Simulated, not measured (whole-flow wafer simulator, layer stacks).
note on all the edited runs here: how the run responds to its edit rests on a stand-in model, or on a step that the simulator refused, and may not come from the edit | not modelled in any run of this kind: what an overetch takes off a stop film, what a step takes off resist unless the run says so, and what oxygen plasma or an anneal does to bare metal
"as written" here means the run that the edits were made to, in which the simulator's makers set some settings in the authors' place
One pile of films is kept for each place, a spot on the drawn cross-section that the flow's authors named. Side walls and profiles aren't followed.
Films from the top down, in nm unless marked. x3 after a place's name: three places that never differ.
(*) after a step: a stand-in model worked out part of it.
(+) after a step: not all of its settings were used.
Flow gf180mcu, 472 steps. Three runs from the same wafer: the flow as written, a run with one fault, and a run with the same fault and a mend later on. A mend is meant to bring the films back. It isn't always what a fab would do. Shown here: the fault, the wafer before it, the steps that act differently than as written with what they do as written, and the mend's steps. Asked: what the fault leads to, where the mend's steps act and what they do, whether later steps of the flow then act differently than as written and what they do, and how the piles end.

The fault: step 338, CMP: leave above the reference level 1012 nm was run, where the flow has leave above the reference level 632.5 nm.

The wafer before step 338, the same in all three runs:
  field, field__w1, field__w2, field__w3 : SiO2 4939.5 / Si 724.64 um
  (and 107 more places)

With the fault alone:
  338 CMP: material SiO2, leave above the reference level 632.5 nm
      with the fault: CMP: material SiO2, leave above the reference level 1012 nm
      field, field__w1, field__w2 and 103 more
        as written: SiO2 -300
        with the fault: nothing
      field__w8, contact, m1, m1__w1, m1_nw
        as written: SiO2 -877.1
        with the fault: SiO2 -497.6
  Later steps of the flow that act differently than as written (4 more steps differ only slightly, by at most 2% or 0.5 nm, whichever is larger, and aren't shown):
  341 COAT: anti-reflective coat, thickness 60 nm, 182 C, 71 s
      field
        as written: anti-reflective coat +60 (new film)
        with the fault: anti-reflective coat +91.8 (new film)
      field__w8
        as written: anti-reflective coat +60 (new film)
        with the fault: anti-reflective coat +20.9 (new film)
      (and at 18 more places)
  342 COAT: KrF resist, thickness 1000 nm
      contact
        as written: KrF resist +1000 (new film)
        with the fault: KrF resist +968.5 (new film)
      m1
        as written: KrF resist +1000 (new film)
        with the fault: KrF resist +963.2 (new film)
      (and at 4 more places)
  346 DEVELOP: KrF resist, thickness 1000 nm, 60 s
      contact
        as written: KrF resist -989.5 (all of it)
        with the fault: KrF resist -958.3 (all of it)
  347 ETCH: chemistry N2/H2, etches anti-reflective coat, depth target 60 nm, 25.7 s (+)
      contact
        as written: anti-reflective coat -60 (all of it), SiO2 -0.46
        with the fault: anti-reflective coat -26.7 (all of it), SiO2 -1.31
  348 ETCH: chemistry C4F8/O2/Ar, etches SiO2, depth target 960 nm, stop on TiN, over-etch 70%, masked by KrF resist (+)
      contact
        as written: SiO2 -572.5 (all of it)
        with the fault: SiO2 -951.1 (all of it)
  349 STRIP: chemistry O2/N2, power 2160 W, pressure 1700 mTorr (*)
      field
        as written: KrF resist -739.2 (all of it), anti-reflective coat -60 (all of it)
        with the fault: KrF resist -725.4 (all of it), anti-reflective coat -91.8 (all of it)
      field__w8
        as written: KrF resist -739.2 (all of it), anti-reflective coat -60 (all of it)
        with the fault: KrF resist -729.2 (all of it), anti-reflective coat -20.9 (all of it)
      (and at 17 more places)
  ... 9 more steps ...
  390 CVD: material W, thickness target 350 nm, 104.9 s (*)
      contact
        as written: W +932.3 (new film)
        with the fault: W +1009.4 (new film)
  At the end the piles differ from the flow's by more than 2% or 0.5 nm, whichever is larger, at field, field__w1, field__w2 and 109 more.
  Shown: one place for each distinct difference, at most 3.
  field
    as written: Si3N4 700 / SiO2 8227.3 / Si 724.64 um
    with the fault: Si3N4 700 / SiO2 8603.9 / Si 724.64 um
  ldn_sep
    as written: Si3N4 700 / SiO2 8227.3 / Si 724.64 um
    with the fault: Si3N4 700 / SiO2 8603.8 / Si 724.64 um
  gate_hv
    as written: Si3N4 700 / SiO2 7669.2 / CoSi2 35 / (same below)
    with the fault: Si3N4 700 / SiO2 8045.7 / CoSi2 35 / (same below)

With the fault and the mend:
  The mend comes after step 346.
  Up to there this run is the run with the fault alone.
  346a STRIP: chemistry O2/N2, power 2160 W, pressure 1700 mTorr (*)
      iso_ptap_pw, iso_ntap_nw, iso_nw_fld and 33 more
        KrF resist -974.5 (all of it), anti-reflective coat -60 (all of it)
      field_sub, field_sub__w1, field_sub__w2 and 10 more
        KrF resist -975.3 (all of it), anti-reflective coat -60.2 (all of it)
      p_well, sti, spacer, sd_n, mim_1p0, pad, dice_street
        KrF resist -974.6 (all of it), anti-reflective coat -60.7 (all of it)
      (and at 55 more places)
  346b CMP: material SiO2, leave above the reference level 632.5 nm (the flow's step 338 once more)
      field, field__w1, field__w2 and 103 more
        SiO2 -300
      field__w8, contact, m1, m1__w1, m1_nw
        SiO2 -379.5
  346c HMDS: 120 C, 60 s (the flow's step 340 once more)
      changes no film at any place that is followed
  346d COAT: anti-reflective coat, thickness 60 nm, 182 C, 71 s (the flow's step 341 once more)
      field, field__w1, field__w2 and 108 more
        anti-reflective coat +60 (new film)
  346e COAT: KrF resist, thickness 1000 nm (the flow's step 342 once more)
      field, field__w1, field__w2 and 108 more
        KrF resist +1000 (new film)
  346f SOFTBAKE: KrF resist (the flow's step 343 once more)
      changes no film at any place that is followed
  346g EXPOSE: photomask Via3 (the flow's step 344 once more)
      changes no film at any place that is followed
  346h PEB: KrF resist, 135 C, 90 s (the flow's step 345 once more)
      field, field__w1, field__w2 and 108 more
        KrF resist -10.5
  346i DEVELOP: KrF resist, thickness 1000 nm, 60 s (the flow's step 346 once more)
      field, field__w1, field__w2 and 107 more
        KrF resist -14.9
      contact
        KrF resist -989.5 (all of it)
  No later step of the flow acts differently than as written at any place that is followed.
  At the end the piles are the same as the flow's at every place that both follow.
